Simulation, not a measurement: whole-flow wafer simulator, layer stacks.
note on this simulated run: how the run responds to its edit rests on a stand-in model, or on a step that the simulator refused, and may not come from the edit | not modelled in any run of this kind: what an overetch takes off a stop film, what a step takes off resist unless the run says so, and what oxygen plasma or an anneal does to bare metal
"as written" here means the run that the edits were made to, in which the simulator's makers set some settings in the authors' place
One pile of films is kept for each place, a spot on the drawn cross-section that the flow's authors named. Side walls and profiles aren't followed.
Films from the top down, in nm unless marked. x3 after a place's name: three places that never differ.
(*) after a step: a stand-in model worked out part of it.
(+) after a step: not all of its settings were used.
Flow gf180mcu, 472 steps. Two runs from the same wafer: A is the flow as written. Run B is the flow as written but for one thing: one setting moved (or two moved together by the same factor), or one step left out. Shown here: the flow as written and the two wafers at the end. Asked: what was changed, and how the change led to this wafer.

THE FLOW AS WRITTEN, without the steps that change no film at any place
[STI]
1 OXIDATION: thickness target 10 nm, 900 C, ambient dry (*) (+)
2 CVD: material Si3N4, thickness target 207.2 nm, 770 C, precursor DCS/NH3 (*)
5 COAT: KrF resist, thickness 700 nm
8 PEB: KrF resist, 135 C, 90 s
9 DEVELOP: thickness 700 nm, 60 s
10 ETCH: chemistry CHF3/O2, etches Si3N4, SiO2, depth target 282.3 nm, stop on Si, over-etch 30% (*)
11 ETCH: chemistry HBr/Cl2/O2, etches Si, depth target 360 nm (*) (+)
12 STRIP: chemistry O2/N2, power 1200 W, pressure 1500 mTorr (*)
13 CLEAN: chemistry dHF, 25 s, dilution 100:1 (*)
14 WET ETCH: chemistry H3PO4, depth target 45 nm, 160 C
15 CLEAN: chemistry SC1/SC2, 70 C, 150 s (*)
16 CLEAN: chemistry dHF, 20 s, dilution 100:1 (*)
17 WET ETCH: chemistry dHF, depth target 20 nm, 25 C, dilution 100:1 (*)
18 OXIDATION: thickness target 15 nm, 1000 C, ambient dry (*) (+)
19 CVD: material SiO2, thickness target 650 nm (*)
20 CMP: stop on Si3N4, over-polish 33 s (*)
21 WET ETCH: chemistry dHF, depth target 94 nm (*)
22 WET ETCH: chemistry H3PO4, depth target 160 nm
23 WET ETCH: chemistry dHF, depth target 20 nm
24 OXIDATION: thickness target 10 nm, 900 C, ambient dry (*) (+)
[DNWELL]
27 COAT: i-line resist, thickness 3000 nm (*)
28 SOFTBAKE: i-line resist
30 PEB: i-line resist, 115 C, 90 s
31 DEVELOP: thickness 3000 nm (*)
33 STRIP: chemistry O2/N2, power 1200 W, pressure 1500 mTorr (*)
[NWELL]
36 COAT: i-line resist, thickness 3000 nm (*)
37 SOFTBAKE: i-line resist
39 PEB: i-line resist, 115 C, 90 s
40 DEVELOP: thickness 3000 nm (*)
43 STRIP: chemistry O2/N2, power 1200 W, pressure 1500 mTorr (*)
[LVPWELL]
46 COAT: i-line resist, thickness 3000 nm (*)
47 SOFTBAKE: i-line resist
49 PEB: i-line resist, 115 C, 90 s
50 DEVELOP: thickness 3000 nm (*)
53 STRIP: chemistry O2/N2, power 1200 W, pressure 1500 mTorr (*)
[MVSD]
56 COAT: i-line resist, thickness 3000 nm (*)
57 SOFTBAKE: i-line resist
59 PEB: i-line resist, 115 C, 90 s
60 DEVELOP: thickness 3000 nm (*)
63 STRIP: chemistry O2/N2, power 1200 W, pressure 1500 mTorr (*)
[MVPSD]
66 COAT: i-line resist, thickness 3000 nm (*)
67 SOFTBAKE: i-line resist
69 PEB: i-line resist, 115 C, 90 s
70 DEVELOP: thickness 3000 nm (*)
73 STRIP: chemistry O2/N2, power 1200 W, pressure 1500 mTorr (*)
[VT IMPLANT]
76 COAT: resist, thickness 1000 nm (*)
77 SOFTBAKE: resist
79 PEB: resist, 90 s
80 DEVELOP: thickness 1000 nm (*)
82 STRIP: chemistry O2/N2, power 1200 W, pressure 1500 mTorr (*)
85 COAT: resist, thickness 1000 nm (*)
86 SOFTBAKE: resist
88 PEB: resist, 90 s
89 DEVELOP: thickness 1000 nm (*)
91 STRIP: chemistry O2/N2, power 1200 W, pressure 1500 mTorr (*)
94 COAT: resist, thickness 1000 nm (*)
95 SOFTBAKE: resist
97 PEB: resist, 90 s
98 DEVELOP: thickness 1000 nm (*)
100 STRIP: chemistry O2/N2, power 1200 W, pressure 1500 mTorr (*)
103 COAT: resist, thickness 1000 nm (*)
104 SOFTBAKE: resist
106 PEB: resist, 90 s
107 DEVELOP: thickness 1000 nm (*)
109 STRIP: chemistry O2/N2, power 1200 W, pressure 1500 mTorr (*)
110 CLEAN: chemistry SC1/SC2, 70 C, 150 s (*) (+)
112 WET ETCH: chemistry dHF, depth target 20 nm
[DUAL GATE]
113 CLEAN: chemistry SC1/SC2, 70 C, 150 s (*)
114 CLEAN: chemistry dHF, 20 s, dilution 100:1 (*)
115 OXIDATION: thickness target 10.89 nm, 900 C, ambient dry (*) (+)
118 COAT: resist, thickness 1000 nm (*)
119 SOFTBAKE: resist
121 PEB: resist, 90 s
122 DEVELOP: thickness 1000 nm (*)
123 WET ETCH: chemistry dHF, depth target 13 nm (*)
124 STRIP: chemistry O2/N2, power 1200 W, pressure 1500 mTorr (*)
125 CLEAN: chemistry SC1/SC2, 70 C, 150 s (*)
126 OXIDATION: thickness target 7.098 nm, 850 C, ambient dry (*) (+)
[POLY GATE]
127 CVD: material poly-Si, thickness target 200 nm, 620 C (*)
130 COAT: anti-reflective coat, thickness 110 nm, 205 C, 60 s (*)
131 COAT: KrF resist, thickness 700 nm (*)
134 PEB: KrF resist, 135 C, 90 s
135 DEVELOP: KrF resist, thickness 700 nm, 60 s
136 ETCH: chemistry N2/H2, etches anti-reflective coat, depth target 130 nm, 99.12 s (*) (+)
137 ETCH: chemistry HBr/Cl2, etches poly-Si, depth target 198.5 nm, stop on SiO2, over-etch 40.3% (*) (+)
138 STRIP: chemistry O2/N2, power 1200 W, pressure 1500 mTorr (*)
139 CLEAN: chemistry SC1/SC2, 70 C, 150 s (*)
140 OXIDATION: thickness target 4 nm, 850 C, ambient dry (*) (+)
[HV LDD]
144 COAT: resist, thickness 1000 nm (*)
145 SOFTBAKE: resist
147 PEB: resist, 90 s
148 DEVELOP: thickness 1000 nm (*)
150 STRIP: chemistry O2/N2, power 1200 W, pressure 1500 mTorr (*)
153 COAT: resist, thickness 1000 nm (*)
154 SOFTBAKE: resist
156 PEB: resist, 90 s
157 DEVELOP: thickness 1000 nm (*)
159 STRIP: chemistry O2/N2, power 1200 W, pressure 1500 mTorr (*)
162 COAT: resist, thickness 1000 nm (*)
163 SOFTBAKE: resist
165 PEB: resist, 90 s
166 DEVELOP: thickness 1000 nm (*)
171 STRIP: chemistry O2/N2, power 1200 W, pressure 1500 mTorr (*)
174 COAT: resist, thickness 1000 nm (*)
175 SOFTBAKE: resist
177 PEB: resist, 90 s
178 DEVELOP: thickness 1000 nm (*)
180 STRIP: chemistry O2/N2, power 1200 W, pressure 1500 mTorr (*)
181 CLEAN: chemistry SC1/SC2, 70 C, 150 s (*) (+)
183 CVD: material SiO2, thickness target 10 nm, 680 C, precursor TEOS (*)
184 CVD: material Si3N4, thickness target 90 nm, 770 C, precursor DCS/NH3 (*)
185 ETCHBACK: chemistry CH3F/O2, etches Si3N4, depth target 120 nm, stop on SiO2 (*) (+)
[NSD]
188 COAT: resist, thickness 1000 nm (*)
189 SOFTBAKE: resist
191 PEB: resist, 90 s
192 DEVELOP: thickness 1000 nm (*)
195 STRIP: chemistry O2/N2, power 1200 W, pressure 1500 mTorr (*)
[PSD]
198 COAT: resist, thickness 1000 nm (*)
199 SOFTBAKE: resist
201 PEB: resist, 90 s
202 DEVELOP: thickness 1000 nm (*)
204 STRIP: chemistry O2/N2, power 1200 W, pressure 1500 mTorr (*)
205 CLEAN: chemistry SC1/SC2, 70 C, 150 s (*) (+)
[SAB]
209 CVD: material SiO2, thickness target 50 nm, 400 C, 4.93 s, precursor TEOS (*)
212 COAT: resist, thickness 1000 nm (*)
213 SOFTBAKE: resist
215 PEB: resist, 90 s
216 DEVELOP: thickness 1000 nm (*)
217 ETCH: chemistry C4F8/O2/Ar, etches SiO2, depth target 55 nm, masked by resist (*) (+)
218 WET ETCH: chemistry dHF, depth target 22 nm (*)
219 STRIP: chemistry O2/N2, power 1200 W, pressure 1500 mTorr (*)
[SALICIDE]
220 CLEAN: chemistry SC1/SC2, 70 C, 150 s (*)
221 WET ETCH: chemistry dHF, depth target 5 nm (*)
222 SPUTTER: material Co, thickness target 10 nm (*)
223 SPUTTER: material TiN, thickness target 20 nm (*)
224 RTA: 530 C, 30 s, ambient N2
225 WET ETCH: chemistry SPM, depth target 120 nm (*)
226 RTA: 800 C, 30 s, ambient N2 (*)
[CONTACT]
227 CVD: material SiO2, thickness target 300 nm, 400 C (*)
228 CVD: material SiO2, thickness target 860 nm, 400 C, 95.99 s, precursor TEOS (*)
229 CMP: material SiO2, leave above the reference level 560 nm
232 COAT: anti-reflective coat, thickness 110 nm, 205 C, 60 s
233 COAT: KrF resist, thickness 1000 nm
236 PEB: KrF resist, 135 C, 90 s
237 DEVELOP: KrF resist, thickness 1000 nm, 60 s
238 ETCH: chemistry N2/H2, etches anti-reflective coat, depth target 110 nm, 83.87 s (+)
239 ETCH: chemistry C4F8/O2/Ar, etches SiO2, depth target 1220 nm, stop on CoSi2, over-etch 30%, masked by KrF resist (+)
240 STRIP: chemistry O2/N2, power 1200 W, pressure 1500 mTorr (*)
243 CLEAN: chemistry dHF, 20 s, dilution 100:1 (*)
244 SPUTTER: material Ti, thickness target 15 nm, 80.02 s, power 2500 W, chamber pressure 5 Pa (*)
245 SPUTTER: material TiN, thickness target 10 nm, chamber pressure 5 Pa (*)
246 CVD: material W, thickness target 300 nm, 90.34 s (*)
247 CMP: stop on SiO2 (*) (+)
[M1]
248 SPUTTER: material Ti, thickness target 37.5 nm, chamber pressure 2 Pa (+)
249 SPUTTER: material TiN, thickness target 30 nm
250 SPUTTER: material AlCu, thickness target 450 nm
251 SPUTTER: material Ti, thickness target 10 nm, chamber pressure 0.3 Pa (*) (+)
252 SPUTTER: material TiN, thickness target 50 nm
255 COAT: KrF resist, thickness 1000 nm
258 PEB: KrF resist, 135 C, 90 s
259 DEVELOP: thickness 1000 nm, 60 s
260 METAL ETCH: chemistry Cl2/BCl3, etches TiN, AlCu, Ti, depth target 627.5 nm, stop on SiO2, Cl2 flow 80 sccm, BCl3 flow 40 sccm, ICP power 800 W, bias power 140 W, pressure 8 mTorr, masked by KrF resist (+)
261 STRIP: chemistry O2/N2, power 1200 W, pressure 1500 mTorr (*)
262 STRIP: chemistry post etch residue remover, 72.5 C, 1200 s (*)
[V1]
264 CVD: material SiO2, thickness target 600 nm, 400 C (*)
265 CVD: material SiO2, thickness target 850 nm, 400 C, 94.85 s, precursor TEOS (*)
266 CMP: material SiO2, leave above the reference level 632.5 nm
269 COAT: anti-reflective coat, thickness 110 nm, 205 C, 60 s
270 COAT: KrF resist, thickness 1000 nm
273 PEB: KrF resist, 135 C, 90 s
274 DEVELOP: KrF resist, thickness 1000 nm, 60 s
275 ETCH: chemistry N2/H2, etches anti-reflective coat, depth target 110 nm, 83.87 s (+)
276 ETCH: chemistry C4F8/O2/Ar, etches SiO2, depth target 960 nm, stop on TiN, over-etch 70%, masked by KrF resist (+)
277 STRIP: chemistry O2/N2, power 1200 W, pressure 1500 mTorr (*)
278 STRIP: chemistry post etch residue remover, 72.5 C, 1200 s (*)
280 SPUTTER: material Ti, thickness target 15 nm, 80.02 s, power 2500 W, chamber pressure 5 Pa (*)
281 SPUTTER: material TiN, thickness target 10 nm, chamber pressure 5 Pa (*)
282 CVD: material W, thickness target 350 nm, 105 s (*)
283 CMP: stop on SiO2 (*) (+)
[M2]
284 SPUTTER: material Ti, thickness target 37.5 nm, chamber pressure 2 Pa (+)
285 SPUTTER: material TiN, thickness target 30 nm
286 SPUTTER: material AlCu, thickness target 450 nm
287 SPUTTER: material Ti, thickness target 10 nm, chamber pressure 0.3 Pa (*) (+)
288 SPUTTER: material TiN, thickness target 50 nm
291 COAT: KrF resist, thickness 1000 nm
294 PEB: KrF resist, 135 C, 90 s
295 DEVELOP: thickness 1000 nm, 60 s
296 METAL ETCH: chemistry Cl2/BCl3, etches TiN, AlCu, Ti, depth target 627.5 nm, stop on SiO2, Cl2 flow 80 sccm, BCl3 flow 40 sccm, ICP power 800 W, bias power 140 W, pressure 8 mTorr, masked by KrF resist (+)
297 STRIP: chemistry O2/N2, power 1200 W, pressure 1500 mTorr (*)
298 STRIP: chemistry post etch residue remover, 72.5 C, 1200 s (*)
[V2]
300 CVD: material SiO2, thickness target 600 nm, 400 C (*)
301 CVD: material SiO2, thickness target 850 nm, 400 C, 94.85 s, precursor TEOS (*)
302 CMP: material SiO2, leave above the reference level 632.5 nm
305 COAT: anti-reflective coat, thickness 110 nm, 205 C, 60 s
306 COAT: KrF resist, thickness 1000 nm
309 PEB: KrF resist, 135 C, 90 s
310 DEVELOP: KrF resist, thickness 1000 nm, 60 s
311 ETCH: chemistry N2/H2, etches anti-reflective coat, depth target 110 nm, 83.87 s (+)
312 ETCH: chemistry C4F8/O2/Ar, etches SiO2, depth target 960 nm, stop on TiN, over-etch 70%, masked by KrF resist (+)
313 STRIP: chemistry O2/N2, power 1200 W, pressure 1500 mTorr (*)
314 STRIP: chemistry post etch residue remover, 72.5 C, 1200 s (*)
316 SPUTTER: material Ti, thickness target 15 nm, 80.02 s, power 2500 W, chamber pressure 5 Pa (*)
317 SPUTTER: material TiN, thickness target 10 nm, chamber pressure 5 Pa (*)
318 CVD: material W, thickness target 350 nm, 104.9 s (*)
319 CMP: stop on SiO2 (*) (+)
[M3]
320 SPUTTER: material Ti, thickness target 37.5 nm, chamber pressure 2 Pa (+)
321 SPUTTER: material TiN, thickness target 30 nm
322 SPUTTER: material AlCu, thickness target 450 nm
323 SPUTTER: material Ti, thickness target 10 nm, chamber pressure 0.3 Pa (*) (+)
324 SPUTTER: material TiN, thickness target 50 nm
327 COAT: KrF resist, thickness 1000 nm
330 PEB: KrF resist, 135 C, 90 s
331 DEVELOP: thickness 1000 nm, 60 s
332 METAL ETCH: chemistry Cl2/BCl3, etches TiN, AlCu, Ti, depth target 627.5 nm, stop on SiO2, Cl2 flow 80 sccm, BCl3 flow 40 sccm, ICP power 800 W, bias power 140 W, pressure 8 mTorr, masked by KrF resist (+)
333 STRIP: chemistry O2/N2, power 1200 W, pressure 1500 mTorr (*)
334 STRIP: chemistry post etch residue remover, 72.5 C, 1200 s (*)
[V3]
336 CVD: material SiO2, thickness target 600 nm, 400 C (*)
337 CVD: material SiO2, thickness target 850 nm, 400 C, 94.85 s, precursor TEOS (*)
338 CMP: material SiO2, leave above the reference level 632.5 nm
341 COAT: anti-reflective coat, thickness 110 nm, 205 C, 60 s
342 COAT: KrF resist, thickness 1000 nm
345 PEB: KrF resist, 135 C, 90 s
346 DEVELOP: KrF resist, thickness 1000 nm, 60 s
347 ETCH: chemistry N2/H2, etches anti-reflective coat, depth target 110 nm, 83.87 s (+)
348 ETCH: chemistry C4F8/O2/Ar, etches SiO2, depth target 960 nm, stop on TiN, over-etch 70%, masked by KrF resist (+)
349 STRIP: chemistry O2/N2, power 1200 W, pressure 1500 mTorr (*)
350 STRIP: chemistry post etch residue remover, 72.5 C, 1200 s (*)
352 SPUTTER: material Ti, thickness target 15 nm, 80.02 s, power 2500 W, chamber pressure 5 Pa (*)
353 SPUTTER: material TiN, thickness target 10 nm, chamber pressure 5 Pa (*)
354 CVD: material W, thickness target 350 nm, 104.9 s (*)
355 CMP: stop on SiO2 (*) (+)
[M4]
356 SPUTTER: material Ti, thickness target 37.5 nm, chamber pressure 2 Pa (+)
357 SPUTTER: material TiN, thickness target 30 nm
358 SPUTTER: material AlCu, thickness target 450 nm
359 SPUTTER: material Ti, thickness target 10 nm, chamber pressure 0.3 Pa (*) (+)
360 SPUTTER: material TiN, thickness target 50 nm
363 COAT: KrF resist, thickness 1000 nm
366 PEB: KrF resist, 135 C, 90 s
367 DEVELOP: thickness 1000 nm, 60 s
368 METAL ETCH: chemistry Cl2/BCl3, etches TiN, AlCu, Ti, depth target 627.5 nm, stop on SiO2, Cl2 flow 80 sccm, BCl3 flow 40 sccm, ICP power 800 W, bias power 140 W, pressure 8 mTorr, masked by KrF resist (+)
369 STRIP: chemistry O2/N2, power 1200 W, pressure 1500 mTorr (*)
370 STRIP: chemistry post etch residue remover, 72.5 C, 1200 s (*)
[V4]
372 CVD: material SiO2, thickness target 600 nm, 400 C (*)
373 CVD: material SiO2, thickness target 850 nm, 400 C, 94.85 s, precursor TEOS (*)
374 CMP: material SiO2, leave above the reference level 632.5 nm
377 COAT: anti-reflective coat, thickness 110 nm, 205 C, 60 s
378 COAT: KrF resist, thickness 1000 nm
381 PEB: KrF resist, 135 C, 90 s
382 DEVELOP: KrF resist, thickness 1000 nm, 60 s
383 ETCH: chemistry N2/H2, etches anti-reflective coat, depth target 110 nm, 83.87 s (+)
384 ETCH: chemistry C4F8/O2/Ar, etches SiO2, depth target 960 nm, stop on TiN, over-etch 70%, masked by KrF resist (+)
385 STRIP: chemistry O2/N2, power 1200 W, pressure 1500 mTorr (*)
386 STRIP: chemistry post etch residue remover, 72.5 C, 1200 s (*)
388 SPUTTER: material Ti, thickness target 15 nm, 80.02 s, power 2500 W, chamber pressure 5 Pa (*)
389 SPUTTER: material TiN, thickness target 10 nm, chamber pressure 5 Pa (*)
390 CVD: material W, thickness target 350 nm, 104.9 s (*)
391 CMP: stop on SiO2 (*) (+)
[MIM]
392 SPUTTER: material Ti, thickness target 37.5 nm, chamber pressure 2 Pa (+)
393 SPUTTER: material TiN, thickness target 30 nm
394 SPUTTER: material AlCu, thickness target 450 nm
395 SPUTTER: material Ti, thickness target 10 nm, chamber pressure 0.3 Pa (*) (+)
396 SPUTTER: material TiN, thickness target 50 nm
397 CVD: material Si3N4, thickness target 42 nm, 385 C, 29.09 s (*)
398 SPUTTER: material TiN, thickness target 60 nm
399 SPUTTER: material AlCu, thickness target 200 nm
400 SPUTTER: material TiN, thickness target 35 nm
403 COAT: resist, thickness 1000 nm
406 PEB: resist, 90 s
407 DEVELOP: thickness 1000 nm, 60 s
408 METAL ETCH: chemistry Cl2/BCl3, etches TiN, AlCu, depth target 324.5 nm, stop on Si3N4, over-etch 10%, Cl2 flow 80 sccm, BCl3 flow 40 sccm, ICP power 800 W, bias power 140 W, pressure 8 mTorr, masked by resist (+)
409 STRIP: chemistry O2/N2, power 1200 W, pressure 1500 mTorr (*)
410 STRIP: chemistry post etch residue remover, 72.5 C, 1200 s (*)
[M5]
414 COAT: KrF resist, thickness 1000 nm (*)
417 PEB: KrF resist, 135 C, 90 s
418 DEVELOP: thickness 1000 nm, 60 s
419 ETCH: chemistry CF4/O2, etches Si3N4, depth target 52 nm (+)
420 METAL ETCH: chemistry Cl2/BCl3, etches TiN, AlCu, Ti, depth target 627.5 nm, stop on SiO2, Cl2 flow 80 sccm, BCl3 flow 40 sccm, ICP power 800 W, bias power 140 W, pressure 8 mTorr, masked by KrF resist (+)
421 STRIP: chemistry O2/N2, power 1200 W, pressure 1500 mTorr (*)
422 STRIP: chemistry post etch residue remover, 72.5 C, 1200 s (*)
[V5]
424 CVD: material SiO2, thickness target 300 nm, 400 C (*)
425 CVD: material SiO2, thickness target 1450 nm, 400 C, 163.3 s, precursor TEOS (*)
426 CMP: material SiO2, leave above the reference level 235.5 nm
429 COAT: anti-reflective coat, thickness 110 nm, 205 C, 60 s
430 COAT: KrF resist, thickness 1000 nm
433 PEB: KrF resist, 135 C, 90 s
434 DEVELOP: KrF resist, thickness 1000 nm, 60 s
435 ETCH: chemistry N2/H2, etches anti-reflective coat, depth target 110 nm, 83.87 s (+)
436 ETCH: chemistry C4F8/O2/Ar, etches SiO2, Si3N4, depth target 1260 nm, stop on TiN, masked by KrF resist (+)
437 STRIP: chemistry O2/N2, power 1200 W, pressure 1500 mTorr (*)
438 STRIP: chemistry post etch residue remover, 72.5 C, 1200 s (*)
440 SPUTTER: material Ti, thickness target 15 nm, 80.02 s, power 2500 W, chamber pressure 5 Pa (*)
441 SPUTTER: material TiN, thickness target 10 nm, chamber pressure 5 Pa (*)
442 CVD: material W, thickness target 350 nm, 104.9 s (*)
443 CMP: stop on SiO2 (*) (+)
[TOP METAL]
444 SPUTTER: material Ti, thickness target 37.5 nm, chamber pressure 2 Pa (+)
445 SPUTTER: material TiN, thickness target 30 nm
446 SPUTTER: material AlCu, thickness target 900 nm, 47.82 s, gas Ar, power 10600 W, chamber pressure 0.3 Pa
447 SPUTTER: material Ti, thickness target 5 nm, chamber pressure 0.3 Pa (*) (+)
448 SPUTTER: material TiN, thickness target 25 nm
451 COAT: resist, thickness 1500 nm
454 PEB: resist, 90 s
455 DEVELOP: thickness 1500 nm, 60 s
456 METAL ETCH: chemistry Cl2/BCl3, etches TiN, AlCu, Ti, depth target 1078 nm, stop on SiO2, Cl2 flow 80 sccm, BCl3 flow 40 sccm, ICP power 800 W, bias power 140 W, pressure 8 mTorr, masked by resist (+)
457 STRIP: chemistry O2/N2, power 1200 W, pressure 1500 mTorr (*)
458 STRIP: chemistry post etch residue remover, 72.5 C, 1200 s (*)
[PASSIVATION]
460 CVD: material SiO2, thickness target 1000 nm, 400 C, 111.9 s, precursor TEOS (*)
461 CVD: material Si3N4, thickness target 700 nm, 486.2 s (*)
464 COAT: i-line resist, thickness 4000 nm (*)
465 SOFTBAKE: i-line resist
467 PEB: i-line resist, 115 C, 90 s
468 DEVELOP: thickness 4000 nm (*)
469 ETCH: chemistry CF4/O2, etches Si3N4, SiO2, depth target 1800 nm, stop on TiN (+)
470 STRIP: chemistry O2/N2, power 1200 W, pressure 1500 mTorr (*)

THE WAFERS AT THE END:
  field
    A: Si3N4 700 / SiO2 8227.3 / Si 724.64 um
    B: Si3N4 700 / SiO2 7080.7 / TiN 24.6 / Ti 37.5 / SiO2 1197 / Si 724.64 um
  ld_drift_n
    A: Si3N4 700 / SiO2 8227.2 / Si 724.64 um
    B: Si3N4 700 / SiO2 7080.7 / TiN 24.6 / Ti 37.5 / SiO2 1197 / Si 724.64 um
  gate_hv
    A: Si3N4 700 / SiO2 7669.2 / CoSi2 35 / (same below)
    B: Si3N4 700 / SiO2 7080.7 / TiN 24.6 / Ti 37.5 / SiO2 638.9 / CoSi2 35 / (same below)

The cause: step 250, SPUTTER: thickness target 562.5 nm was run, where the flow has thickness target 450 nm.

How the change led to this, step by step:
  250 SPUTTER: material AlCu, thickness target 450 nm
      field, field__w1, field__w2 and 108 more: A AlCu +450 (new film) | B AlCu +562.5 (new film)
  260 METAL ETCH: chemistry Cl2/BCl3, etches TiN, AlCu, Ti, depth target 627.5 nm, stop on SiO2, Cl2 flow 80 sccm, BCl3 flow 40 sccm, ICP power 800 W, bias power 140 W, pressure 8 mTorr, masked by KrF resist (+)
      field, field__w1, field__w2 and 99 more: A TiN -50 (all of it), Ti -10 (all of it), AlCu -450 (all of it), TiN -30 (all of it), Ti -37.5 (all of it) | B TiN -50 (all of it), Ti -10 (all of it), AlCu -562.5 (all of it), TiN -5
  264 CVD: material SiO2, thickness target 600 nm, 400 C (*)
      field, field__w1, field__w2 and 99 more: A SiO2 +600 | B SiO2 +600 (new film)
  266 CMP: material SiO2, leave above the reference level 632.5 nm
      field, field__w1, field__w2 and 99 more: A SiO2 -300 | B SiO2 -249.6
Counting metal films that touch as one body, field has 1 body; the flow as written gives 0 bodies.
Counting metal films that touch as one body, ld_drift_n has 1 body; the flow as written gives 0 bodies.
Counting metal films that touch as one body, gate_hv has 2 bodies (between them, from the top down: SiO2 638.9); the flow as written gives 1 body.
